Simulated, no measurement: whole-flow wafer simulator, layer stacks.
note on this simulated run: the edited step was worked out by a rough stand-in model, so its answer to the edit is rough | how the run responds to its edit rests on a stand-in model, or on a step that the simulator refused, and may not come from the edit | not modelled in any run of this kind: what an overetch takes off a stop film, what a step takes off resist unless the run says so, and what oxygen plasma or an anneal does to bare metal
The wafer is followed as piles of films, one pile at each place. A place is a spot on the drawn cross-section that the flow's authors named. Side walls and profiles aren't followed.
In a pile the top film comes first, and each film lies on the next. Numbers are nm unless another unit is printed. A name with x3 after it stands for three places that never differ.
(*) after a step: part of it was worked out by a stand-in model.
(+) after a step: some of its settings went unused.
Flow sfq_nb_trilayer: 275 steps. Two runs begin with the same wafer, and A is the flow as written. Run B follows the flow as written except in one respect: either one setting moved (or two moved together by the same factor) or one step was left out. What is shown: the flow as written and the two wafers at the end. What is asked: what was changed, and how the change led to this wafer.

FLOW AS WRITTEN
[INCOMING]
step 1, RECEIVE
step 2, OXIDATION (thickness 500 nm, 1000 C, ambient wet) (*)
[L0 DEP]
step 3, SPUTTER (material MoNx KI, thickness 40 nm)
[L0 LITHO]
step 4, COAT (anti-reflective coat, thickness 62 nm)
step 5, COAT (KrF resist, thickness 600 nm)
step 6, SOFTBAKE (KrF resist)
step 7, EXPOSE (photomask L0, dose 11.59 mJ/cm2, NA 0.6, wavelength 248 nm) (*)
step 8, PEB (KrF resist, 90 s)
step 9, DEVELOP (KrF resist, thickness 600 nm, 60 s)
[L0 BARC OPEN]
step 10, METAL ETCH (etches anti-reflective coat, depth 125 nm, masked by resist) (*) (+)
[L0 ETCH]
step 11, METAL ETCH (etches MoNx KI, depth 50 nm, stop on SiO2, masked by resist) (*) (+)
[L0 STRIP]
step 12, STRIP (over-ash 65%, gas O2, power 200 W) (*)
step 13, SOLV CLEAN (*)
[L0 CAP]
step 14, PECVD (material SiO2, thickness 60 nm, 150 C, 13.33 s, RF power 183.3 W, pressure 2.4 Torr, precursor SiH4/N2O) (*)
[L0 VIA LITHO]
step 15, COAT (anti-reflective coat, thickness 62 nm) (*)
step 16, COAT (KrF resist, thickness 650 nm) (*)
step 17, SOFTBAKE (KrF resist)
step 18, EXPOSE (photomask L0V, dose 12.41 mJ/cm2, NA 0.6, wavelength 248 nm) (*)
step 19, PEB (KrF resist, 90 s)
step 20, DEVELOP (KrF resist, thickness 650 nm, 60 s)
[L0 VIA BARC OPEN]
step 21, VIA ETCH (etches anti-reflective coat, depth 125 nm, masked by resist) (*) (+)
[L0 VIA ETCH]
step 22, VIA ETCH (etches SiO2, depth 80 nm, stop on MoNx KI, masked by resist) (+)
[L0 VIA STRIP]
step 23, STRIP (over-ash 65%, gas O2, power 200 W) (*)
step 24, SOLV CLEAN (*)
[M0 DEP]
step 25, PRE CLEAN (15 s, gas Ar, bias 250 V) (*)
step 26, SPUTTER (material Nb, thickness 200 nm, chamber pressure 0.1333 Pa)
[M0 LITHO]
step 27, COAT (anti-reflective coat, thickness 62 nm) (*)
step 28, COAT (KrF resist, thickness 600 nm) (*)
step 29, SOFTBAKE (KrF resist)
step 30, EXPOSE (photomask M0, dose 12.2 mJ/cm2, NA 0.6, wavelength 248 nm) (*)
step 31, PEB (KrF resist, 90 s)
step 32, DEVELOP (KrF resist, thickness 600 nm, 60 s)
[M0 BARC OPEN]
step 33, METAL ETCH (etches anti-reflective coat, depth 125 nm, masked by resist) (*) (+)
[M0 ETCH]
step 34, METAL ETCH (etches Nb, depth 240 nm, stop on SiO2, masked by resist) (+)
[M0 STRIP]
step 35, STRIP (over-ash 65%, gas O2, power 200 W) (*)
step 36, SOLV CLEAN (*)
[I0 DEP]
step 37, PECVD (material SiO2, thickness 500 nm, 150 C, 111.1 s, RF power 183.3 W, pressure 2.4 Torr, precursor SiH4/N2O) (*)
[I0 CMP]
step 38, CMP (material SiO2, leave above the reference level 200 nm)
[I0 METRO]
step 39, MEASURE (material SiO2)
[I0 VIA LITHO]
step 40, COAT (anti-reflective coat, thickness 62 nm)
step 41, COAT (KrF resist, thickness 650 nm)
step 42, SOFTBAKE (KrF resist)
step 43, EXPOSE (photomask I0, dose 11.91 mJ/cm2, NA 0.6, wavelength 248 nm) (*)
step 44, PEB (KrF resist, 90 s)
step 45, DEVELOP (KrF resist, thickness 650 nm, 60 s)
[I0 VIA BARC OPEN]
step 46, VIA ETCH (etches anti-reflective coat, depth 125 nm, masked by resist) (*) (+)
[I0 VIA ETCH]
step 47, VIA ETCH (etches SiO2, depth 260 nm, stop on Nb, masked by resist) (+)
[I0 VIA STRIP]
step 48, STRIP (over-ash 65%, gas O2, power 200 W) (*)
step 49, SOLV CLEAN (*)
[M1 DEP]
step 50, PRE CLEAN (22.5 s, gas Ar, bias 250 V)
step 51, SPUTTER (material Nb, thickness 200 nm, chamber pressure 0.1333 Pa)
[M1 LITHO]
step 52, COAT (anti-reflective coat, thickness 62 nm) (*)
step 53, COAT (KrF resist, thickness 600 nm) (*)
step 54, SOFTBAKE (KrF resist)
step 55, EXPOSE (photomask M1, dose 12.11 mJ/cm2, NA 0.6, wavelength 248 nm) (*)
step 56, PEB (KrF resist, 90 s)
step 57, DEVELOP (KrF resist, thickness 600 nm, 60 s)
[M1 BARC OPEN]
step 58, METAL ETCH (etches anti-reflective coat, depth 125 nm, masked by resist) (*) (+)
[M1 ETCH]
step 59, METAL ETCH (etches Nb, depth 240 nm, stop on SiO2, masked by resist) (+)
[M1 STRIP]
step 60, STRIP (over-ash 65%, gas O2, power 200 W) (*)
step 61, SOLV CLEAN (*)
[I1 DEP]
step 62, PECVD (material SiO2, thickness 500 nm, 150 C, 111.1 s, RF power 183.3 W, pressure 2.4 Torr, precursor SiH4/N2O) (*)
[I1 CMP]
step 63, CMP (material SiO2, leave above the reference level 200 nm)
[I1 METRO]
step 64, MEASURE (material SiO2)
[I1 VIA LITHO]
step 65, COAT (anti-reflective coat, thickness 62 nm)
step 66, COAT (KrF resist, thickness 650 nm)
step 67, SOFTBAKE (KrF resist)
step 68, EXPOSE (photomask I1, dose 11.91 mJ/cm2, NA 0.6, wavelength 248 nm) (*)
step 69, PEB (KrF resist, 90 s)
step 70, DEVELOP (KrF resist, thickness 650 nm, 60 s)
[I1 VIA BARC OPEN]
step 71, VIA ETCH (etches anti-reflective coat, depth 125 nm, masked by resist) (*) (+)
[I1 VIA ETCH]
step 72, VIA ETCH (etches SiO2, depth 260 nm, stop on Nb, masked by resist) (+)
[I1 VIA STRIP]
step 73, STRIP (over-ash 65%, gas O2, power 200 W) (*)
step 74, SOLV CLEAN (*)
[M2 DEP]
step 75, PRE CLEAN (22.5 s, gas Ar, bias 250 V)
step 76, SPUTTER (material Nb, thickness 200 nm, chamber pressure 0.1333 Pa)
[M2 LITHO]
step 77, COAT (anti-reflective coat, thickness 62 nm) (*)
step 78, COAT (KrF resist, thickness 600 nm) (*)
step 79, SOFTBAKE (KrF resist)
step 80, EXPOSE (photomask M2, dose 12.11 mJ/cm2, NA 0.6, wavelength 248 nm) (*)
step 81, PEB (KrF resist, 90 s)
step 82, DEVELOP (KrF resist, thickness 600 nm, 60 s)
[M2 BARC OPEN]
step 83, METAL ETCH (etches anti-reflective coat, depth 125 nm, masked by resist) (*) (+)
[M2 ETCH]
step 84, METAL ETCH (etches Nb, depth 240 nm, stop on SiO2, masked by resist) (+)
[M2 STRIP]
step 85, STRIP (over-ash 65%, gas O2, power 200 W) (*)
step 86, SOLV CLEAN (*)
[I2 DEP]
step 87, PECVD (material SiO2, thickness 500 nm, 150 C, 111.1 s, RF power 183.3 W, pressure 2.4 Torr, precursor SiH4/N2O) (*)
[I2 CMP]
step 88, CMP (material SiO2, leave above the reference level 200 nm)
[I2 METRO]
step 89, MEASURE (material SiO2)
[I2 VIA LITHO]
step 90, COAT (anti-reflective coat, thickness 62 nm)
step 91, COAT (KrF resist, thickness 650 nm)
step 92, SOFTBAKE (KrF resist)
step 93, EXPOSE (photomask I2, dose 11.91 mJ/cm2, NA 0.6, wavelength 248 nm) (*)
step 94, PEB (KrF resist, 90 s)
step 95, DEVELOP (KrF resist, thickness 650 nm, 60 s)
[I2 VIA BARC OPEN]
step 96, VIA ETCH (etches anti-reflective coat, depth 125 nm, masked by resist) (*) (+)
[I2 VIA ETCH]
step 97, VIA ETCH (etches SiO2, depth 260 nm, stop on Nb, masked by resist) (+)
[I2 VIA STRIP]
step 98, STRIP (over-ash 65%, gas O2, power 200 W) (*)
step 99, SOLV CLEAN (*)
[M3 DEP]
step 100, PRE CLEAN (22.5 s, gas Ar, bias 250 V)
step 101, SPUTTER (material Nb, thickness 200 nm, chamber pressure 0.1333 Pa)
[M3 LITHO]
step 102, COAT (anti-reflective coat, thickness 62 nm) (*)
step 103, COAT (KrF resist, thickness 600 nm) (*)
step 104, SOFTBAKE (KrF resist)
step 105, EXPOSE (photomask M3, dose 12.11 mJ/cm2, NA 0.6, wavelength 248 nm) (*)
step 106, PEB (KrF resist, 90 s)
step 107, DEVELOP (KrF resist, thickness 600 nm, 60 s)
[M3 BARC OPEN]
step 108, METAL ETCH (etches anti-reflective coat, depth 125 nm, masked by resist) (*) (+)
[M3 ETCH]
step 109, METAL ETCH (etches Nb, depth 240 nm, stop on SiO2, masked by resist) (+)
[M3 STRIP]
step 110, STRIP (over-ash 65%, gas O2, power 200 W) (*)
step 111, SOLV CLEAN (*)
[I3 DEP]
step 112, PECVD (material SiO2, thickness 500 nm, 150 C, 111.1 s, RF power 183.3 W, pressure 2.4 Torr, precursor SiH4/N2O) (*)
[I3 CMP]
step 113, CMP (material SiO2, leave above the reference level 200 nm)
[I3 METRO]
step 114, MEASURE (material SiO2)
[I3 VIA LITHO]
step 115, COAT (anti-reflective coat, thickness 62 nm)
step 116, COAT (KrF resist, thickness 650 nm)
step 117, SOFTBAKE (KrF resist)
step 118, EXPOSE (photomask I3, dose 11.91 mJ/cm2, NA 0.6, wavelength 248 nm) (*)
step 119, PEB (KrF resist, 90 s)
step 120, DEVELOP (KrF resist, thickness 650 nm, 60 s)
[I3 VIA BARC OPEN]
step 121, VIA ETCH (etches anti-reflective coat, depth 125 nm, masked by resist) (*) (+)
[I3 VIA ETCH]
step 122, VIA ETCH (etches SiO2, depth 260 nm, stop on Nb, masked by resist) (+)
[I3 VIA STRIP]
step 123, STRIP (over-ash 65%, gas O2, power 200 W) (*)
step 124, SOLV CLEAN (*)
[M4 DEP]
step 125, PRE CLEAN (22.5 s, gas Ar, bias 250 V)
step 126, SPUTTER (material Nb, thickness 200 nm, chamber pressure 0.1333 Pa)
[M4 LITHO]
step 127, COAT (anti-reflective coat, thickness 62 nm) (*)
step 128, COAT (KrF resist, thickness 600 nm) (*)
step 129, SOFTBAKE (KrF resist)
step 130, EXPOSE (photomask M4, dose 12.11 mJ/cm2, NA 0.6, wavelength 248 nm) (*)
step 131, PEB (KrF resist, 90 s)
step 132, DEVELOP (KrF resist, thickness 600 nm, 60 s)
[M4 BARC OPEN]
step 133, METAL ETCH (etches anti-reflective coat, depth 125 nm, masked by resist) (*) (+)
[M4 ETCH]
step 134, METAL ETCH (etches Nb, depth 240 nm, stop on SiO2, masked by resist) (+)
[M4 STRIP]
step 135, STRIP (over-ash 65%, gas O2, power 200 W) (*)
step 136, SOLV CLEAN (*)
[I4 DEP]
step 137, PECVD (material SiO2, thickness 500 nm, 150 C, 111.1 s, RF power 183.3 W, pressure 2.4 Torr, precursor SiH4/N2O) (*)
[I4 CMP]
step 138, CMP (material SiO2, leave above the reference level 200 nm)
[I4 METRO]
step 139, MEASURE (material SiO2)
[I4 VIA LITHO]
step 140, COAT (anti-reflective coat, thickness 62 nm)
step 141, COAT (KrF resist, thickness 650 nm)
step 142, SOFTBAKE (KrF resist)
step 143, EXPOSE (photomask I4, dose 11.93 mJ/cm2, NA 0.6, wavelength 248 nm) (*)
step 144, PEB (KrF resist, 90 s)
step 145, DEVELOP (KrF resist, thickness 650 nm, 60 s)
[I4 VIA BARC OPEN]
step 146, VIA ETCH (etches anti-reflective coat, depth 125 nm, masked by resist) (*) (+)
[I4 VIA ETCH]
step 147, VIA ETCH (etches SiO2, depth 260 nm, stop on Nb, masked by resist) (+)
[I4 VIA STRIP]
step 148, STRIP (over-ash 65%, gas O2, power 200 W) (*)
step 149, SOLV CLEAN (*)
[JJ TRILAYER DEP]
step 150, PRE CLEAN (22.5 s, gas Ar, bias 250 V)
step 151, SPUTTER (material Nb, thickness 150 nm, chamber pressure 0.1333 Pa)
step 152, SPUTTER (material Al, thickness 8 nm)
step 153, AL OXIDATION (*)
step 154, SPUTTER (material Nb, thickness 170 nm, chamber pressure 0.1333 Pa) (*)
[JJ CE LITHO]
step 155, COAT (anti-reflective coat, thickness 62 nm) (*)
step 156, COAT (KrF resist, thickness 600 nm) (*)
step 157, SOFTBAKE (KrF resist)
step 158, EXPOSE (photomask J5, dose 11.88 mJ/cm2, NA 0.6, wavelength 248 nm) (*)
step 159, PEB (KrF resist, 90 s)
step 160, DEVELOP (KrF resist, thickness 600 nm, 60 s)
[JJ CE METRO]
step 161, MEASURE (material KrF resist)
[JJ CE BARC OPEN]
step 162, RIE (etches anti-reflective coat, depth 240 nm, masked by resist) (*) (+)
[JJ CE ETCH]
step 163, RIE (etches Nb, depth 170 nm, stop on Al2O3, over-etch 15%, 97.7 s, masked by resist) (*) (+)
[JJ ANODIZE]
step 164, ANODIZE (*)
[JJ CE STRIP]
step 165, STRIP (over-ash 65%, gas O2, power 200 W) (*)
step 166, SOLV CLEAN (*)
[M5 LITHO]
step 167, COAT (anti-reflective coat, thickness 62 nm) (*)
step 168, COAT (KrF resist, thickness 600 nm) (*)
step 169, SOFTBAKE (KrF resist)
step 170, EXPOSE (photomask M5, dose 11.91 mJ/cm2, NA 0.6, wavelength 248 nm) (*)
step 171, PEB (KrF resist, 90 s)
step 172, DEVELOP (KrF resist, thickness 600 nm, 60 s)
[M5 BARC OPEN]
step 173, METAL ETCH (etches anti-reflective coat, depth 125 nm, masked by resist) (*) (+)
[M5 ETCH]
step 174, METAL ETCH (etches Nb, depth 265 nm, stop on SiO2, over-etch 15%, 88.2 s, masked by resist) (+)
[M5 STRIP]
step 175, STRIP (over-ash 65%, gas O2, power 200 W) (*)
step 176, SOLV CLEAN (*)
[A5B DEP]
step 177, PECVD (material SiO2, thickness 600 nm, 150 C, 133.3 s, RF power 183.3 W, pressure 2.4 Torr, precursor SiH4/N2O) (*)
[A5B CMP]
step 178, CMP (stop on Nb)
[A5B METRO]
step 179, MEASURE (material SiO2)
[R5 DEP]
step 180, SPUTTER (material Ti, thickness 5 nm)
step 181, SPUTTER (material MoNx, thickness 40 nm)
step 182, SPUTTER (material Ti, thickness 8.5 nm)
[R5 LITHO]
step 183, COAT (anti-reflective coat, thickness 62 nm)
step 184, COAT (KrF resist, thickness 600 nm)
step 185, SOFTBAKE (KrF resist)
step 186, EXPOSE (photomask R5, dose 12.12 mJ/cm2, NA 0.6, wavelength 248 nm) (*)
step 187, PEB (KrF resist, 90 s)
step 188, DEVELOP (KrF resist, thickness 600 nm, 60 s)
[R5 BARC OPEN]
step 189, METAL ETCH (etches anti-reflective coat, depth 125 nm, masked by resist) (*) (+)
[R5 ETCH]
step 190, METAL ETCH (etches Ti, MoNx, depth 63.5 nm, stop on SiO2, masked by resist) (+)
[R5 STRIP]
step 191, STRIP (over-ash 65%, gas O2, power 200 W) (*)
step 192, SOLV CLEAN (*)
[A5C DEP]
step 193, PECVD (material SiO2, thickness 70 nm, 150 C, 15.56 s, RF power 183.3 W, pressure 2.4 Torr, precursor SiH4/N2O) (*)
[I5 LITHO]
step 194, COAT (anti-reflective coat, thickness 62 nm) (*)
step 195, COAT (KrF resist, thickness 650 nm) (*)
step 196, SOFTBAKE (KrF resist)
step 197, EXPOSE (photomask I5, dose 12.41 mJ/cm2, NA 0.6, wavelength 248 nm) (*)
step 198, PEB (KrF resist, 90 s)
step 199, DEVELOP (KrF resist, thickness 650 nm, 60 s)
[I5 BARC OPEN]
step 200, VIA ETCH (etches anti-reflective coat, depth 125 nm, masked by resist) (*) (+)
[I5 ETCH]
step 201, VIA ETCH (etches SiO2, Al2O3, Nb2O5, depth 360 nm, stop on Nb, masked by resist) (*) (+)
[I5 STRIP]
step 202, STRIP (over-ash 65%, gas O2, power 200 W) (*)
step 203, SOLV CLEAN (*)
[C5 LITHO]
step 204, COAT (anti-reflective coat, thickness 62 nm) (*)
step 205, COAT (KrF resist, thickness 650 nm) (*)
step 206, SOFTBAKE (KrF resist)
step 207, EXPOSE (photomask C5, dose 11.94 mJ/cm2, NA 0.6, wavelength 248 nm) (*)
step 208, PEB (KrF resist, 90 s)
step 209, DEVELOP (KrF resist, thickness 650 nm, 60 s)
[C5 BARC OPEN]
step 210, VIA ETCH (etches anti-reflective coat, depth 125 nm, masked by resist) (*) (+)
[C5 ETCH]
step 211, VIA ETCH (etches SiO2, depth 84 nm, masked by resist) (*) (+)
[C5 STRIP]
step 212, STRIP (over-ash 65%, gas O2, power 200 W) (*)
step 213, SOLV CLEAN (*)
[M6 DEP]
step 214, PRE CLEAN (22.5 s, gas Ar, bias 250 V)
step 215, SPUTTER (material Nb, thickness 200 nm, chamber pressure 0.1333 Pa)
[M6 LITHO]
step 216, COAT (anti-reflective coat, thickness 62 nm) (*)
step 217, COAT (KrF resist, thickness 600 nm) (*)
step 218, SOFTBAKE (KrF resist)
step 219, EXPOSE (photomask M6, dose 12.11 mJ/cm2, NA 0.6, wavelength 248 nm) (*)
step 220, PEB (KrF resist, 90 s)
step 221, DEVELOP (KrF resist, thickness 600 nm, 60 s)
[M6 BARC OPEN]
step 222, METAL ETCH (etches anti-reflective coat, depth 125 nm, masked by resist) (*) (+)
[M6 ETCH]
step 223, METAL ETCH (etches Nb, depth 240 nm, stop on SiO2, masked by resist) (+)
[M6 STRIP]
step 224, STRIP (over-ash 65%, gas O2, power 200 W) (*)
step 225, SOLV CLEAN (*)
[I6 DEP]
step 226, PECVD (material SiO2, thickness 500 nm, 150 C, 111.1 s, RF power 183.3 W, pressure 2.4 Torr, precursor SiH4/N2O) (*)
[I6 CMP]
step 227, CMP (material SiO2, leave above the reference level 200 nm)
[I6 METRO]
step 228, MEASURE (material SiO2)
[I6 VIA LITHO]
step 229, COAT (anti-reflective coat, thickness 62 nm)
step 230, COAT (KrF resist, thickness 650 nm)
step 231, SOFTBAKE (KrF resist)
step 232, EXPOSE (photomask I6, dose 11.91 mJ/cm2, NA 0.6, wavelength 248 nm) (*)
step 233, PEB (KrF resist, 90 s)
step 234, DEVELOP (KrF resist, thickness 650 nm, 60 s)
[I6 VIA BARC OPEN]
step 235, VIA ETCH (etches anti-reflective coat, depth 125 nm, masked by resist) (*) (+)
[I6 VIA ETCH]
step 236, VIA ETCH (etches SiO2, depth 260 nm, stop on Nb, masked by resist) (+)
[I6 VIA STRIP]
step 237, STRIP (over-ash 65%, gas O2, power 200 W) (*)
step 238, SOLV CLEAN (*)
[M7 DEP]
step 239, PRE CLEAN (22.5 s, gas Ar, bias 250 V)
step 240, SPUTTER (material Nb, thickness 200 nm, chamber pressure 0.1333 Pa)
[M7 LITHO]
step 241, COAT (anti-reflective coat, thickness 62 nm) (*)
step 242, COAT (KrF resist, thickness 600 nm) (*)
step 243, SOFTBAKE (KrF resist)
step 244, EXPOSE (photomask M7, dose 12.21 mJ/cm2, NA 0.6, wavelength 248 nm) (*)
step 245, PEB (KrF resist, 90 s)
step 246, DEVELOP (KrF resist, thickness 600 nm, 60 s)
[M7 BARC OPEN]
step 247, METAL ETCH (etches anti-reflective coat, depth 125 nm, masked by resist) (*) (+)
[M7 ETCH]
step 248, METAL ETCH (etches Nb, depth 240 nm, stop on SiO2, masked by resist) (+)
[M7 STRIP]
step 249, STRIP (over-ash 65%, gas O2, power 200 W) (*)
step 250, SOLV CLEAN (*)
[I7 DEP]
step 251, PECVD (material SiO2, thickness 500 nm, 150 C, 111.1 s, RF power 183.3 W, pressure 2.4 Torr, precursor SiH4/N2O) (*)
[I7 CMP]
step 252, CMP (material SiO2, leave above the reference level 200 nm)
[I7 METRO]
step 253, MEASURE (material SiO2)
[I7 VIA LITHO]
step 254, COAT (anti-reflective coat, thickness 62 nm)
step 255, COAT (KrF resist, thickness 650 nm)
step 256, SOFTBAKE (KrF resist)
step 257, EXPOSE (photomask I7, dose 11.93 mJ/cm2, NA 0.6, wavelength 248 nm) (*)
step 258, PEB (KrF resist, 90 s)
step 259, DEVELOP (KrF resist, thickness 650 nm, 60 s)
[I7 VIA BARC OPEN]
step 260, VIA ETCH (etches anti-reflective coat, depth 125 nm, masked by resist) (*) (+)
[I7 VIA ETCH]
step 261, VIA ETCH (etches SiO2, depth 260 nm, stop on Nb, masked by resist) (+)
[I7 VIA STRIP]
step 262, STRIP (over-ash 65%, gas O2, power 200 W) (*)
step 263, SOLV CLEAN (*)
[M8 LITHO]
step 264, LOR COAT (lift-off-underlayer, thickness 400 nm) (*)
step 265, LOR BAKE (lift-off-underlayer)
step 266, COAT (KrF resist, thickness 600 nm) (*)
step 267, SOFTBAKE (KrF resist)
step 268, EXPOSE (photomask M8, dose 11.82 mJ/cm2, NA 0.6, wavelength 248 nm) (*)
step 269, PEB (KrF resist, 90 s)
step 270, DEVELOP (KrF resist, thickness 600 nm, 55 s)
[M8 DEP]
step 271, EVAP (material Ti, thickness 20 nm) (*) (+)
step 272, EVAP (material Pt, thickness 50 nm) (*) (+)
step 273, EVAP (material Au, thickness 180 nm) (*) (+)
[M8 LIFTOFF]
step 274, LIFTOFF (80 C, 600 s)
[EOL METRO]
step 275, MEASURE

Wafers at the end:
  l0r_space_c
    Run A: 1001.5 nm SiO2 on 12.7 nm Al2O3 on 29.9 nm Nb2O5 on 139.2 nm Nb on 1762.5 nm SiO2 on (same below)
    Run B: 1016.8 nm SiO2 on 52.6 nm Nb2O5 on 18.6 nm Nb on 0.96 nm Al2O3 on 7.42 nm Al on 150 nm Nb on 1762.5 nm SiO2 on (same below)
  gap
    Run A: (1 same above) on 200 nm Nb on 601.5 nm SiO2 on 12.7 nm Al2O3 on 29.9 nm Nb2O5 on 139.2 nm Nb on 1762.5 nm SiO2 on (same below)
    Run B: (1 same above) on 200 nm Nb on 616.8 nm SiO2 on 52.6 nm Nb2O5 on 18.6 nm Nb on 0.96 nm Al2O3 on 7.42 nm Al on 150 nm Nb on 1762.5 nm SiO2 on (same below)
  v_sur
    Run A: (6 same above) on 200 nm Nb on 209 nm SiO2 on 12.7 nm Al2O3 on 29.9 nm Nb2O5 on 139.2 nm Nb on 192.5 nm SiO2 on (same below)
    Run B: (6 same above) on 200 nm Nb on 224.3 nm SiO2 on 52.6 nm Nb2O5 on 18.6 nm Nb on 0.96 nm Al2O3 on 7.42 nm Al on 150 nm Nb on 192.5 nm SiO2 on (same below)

Cause: step 154, SPUTTER: thickness 233 nm was run, though the flow has thickness 170 nm.

How this came from the change, step by step:
  step 154, SPUTTER (material Nb, thickness 170 nm, chamber pressure 0.1333 Pa) (*)
      field_l, v_sur, via_sp and 100 more: A +170 Nb (new film) | B +233 Nb (new film)
      via_wl, via_wr: A +140.7 Nb (new film) | B +193.4 Nb (new film)
      (also at 1 further place)
  step 155, COAT (anti-reflective coat, thickness 62 nm) (*)
      via_wl, via_wr: A +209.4 anti-reflective coat (new film) | B +228.1 anti-reflective coat (new film)
      via_w: A +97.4 anti-reflective coat (new film) | B +103.6 anti-reflective coat (new film)
  step 162, RIE (etches anti-reflective coat, depth 240 nm, masked by resist) (*) (+)
      ce_l, c5j, ce_r, wl_jj: A -209.4 KrF resist | B -228.1 KrF resist
      via_wl, via_wr: A -209.4 anti-reflective coat (all of it) | B -228.1 anti-reflective coat (all of it)
      (also at 1 further place)
  step 163, RIE (etches Nb, depth 170 nm, stop on Al2O3, over-etch 15%, 97.7 s, masked by resist) (*) (+)
      field_l, v_sur, via_sp and 96 more: A -170 Nb (all of it), -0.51 Al2O3 | B -195.5 Nb
      via_wl, via_wr: A -140.7 Nb (all of it), -0.96 Al2O3 (all of it) | B -193.4 Nb (all of it), -0.04 Al2O3
      (also at 1 further place)
  step 164, ANODIZE (*)
      field_l, v_sur, via_sp and 96 more: A +12.2 Al2O3, +29.9 Nb2O5 (new film), -7.42 Al (all of it), -10.8 Nb | B +52.6 Nb2O5 (new film), -18.9 Nb
      via_wl, via_wr: A +7.52 Al2O3 (new film), +39.2 Nb2O5 (new film), -4.56 Al (all of it), -14.1 Nb | B +7.52 Al2O3, +37.5 Nb2O5 (new film), -4.56 Al (all of it), -13.5 Nb
      (also at 1 further place)
  step 165, STRIP (over-ash 65%, gas O2, power 200 W) (*)
      ce_l: A -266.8 KrF resist (all of it), -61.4 anti-reflective coat (all of it) | B -248 KrF resist (all of it), -61.4 anti-reflective coat (all of it)
      c5j: A -266.9 KrF resist (all of it), -61.5 anti-reflective coat (all of it) | B -248.1 KrF resist (all of it), -61.5 anti-reflective coat (all of it)
      (also at 2 further places)
  step 167, COAT (anti-reflective coat, thickness 62 nm) (*)
      wl_j_sl, wl_j_sr: A +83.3 anti-reflective coat (new film) | B +85.4 anti-reflective coat (new film)
      via_wl: A +170.5 anti-reflective coat (new film) | B +218.5 anti-reflective coat (new film)
      (also at 8 further places)
  step 168, COAT (KrF resist, thickness 600 nm) (*)
      via_w: A +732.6 KrF resist (new film) | B +759.9 KrF resist (new film)
  step 174, METAL ETCH (etches Nb, depth 265 nm, stop on SiO2, over-etch 15%, 88.2 s, masked by resist) (+)
      field_l, r_sur, res and 50 more: A -12.6 Al2O3 (all of it), -29.9 Nb2O5 (all of it), -139.2 Nb (all of it), -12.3 SiO2 | B -52.6 Nb2O5 (all of it), -18.6 Nb (all of it), -0.96 Al2O3 (all of it), -7.42 Al (all of it), -150 Nb (all of it)
  step 175, STRIP (over-ash 65%, gas O2, power 200 W) (*)
      via_wl: A -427 KrF resist (all of it), -170.5 anti-reflective coat (all of it) | B -419 KrF resist (all of it), -218.5 anti-reflective coat (all of it)
      via_w: A -503.5 KrF resist (all of it), -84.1 anti-reflective coat (all of it) | B -530.7 KrF resist (all of it), -94.7 anti-reflective coat (all of it)
      (also at 9 further places)
  step 178, CMP (stop on Nb)
      v_sur, via_sp, via_v and 43 more: A -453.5 SiO2 | B -438.2 SiO2
      field_l, p4_fl, p4_fm and 39 more: A -259.3 SiO2 | B -208.6 SiO2
      (also at 14 further places)
  step 201, VIA ETCH (etches SiO2, Al2O3, Nb2O5, depth 360 nm, stop on Nb, masked by resist) (*) (+)
      be: A -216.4 SiO2 (all of it), -12.7 Al2O3 (all of it), -29.9 Nb2O5 (all of it) | B -231.6 SiO2 (all of it), -52.6 Nb2O5 (all of it)
  step 204, COAT (anti-reflective coat, thickness 62 nm) (*)
      be: A +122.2 anti-reflective coat (new film) | B +125.9 anti-reflective coat (new film)
  step 205, COAT (KrF resist, thickness 650 nm) (*)
      be: A +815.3 KrF resist (new film) | B +833.4 KrF resist (new film)
  step 212, STRIP (over-ash 65%, gas O2, power 200 W) (*)
      be: A -728.2 KrF resist (all of it), -122.2 anti-reflective coat (all of it) | B -746.2 KrF resist (all of it), -125.9 anti-reflective coat (all of it)
  step 215, SPUTTER (material Nb, thickness 200 nm, chamber pressure 0.1333 Pa)
      be: A +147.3 Nb | B +141.7 Nb
  ... another 3 steps ...
  step 226, PECVD (material SiO2, thickness 500 nm, 150 C, 111.1 s, RF power 183.3 W, pressure 2.4 Torr, precursor SiH4/N2O) (*)
      be: A +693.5 SiO2 (new film) | B +724.4 SiO2 (new film)
If metal films that touch count as one body, l0r_space_c has 3 bodies (between them, from the top down: Al2O3 0.96; SiO2 1762.5); the flow as written gives 2 bodies (between them, from the top down: SiO2 1762.5).
If metal films that touch count as one body, gap has 4 bodies (between them, from the top down: SiO2 616.8 / Nb2O5 52.6; Al2O3 0.96; SiO2 1762.5); the flow as written gives 3 bodies (between them, from the top down: SiO2 601.5 / Al2O3 12.7 / Nb2O5 29.9; SiO2 1762.5).
If metal films that touch count as one body, v_sur has 10 bodies (between them, from the top down: SiO2 200; SiO2 192.5; SiO2 224.3 / Nb2O5 52.6; Al2O3 0.96; SiO2 192.5; SiO2 192.5; SiO2 192.5; SiO2 192.5; SiO2 192.5); the flow as written gives 9 bodies (between them, from the top down: SiO2 200; SiO2 192.5; SiO2 209 / Al2O3 12.7 / Nb2O5 29.9; SiO2 192.5; SiO2 192.5; SiO2 192.5; SiO2 192.5; SiO2 192.5).
